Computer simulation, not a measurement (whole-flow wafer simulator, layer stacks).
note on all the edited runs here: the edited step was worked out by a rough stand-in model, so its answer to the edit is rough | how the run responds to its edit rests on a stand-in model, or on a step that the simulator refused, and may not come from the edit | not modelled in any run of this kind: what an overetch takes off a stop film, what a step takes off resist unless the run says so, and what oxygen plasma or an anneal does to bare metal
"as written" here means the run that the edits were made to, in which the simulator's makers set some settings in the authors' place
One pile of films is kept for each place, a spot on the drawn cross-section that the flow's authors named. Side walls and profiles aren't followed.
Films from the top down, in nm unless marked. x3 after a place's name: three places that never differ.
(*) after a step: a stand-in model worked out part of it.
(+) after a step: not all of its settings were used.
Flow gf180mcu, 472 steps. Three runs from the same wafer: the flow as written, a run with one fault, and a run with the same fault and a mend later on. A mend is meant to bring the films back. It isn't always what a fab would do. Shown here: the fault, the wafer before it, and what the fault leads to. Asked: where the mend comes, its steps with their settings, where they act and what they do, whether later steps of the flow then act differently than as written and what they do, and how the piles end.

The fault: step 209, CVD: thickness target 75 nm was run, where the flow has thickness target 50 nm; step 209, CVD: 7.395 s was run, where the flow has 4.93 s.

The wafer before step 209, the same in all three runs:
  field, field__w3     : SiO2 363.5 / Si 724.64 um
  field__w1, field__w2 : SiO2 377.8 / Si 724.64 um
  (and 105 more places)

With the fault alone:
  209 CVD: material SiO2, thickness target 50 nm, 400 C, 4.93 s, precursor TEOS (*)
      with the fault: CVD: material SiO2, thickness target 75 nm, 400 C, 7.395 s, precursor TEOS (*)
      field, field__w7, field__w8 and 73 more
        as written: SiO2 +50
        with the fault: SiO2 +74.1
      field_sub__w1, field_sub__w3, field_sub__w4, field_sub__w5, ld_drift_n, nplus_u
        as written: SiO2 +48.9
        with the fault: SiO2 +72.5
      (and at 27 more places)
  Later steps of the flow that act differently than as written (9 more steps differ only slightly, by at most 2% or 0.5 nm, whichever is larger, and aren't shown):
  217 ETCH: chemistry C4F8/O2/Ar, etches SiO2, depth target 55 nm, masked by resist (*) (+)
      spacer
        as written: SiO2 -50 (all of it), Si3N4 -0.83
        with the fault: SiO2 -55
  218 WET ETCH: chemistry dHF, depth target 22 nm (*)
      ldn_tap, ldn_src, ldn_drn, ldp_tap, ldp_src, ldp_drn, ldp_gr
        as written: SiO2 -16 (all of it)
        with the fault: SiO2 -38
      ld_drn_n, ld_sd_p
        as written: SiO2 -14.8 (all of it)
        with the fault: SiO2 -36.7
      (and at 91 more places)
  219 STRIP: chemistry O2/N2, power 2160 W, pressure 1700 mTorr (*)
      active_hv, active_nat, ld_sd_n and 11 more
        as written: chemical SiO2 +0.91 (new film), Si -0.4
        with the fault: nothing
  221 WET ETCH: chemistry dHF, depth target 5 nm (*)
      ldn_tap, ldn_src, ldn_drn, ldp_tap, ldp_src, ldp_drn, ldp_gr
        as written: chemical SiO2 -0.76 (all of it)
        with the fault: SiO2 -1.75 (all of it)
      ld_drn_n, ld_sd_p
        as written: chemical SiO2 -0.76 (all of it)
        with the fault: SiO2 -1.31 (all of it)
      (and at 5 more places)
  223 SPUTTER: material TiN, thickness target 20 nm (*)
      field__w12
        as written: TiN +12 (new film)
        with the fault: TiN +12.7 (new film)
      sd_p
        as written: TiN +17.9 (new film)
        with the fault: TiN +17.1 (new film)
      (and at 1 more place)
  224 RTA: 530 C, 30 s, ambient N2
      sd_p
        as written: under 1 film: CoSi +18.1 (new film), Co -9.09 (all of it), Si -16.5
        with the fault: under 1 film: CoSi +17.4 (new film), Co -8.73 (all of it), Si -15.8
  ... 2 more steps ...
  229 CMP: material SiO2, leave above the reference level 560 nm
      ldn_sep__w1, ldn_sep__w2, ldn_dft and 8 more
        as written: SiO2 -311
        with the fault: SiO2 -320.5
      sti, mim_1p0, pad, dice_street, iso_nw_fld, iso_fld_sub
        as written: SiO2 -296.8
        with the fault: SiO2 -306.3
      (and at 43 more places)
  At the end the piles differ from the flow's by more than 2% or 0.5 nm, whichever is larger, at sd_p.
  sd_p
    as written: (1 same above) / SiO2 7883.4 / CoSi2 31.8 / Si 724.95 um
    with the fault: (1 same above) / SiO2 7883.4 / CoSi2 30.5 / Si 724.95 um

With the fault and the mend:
  The mend comes after step 209.
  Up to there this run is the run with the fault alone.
  209a WET ETCH: chemistry dHF, depth target 25 nm, 25 C, dilution 100:1 (the flow's step 17 once more, with other settings)
      field, field__w1, field__w2 and 106 more
        SiO2 -25
  Later steps of the flow that act differently than as written (14 more steps differ only slightly, by at most 2% or 0.5 nm, whichever is larger, and aren't shown):
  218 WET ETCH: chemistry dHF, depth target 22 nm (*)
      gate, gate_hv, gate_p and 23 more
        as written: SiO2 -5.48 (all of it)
        with the mend: SiO2 -4.57 (all of it)
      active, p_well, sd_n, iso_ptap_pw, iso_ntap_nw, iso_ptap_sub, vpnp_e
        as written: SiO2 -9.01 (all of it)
        with the mend: SiO2 -8.1 (all of it)
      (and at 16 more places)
  At the end the piles differ from the flow's only slightly at the places that both follow, by at most 2% or 0.5 nm, whichever is larger.
